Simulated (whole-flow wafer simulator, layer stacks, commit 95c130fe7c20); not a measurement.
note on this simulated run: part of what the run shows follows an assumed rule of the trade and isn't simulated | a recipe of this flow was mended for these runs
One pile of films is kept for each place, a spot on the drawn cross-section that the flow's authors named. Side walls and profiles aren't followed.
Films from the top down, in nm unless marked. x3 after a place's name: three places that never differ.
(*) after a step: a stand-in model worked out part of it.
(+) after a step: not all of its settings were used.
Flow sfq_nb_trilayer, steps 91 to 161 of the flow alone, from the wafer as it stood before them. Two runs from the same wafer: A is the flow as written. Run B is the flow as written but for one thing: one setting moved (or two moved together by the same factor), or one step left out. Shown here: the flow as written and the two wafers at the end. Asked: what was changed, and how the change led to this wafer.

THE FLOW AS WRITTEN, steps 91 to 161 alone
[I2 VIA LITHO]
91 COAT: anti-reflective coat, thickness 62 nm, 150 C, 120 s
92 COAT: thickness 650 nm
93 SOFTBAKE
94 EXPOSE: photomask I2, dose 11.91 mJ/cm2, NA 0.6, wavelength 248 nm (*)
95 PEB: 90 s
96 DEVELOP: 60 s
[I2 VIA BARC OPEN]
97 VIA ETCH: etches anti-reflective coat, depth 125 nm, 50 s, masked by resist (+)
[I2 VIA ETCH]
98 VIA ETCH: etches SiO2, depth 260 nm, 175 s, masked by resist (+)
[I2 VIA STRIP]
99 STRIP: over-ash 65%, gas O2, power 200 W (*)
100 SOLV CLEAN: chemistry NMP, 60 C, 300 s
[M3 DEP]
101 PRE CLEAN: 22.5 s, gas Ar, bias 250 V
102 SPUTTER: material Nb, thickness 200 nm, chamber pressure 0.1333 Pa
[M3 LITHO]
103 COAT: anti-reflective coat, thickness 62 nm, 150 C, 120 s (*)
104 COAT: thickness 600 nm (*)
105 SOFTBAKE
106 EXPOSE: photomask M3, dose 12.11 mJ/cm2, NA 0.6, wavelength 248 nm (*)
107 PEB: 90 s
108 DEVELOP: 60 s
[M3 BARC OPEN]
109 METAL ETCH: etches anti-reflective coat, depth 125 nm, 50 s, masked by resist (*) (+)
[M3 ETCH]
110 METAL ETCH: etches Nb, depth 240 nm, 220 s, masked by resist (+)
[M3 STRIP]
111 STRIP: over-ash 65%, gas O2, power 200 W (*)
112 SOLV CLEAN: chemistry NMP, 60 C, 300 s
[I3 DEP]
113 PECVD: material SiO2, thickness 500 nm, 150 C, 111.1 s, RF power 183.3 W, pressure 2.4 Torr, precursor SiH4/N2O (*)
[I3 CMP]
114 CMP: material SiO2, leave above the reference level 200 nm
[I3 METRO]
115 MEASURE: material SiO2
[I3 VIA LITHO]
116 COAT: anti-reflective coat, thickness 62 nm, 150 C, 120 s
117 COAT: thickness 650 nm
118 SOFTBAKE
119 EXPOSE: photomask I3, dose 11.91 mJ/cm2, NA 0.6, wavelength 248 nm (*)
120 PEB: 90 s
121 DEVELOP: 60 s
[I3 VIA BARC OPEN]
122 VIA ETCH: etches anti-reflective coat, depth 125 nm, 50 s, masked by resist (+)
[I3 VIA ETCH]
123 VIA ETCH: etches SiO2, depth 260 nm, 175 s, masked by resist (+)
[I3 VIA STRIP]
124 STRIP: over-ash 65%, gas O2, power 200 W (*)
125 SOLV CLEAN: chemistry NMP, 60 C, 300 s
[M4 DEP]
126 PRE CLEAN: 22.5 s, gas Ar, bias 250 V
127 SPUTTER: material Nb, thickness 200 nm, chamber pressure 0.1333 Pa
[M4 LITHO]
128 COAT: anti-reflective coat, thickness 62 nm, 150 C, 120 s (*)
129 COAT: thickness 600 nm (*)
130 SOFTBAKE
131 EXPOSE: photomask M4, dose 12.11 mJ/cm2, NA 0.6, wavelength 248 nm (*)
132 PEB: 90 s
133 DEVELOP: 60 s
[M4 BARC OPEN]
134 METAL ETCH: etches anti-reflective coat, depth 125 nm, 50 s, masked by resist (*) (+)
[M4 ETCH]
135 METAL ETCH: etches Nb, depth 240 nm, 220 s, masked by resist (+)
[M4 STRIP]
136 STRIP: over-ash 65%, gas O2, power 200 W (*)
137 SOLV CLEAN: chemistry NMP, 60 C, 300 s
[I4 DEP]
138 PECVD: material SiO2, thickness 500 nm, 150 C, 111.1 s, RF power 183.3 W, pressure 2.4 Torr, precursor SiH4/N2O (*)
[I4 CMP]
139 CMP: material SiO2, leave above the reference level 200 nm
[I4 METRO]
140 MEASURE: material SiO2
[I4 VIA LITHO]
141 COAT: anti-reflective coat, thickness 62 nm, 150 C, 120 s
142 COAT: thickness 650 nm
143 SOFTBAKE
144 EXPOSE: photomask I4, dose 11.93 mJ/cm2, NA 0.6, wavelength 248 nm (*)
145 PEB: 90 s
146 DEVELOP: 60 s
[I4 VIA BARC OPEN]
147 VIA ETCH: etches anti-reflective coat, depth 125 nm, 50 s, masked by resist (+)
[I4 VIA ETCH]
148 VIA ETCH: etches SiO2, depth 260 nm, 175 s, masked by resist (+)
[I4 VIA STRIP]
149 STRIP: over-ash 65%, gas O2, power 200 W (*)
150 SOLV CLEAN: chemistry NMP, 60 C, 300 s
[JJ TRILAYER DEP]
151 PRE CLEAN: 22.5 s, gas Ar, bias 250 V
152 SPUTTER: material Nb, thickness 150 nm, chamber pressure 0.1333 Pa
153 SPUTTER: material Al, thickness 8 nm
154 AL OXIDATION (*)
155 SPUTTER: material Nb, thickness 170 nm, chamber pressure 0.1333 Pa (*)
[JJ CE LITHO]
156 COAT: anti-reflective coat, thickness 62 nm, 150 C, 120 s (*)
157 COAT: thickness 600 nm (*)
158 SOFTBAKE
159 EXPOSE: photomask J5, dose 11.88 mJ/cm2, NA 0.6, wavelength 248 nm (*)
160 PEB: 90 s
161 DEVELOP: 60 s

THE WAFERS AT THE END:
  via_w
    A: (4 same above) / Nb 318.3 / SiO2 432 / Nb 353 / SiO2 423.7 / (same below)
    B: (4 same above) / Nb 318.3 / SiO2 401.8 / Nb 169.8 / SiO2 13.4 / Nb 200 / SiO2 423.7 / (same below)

The cause: step 94, EXPOSE: dose 4.988 mJ/cm2 was run, where the flow has dose 11.91 mJ/cm2.

How the change led to this, step by step:
  96 DEVELOP: 60 s
      via_w: A KrF-resist-other-grade -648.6 (all of it) | B KrF-resist-other-grade -598.6
  97 VIA ETCH: etches anti-reflective coat, depth 125 nm, 50 s, masked by resist (+)
      via_w: A anti-reflective coat -62 (all of it), SiO2 -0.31 | B KrF-resist-other-grade -50 (all of it), anti-reflective coat -35
  98 VIA ETCH: etches SiO2, depth 260 nm, 175 s, masked by resist (+)
      via_w: A SiO2 -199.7 (all of it), Nb -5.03 | B anti-reflective coat -27 (all of it), SiO2 -179.1
  101 PRE CLEAN: 22.5 s, gas Ar, bias 250 V
      via_w: A Nb -6.45 | B SiO2 -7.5
  102 SPUTTER: material Nb, thickness 200 nm, chamber pressure 0.1333 Pa
      via_w: A Nb +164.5 | B Nb +169.8 (new film)
  103 COAT: anti-reflective coat, thickness 62 nm, 150 C, 120 s (*)
      via_wl, via_wr: A anti-reflective coat +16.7 (new film) | B anti-reflective coat +11.4 (new film)
      field_l: A anti-reflective coat +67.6 (new film) | B anti-reflective coat +65.8 (new film)
      (and at 3 more places)
  104 COAT: thickness 600 nm (*)
      via_w: A KrF-resist-other-grade +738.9 (new film) | B KrF-resist-other-grade +720.7 (new film)
  109 METAL ETCH: etches anti-reflective coat, depth 125 nm, 50 s, masked by resist (*) (+)
      field_l: A anti-reflective coat -67.6 (all of it) | B anti-reflective coat -65.8 (all of it)
  111 STRIP: over-ash 65%, gas O2, power 200 W (*)
      v_sur: A KrF-resist-other-grade -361 (all of it), anti-reflective coat -46 (all of it) | B KrF-resist-other-grade -366.3 (all of it), anti-reflective coat -39.3 (all of it)
      via_wl: A KrF-resist-other-grade -381.1 (all of it), anti-reflective coat -16.7 (all of it) | B KrF-resist-other-grade -385.7 (all of it), anti-reflective coat -11.4 (all of it)
      (and at 3 more places)
  113 PECVD: material SiO2, thickness 500 nm, 150 C, 111.1 s, RF power 183.3 W, pressure 2.4 Torr, precursor SiH4/N2O (*)
      via_w: A SiO2 +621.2 (new film) | B SiO2 +566.4 (new film)
  114 CMP: material SiO2, leave above the reference level 200 nm
      via_w: A SiO2 -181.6 | B SiO2 -157.1
Counting metal films that touch as one body, via_w has 5 bodies (between them, from the top down: Al2O3 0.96; SiO2 401.8; SiO2 13.4; SiO2 423.7); the flow as written gives 4 bodies (between them, from the top down: Al2O3 0.96; SiO2 432; SiO2 423.7).
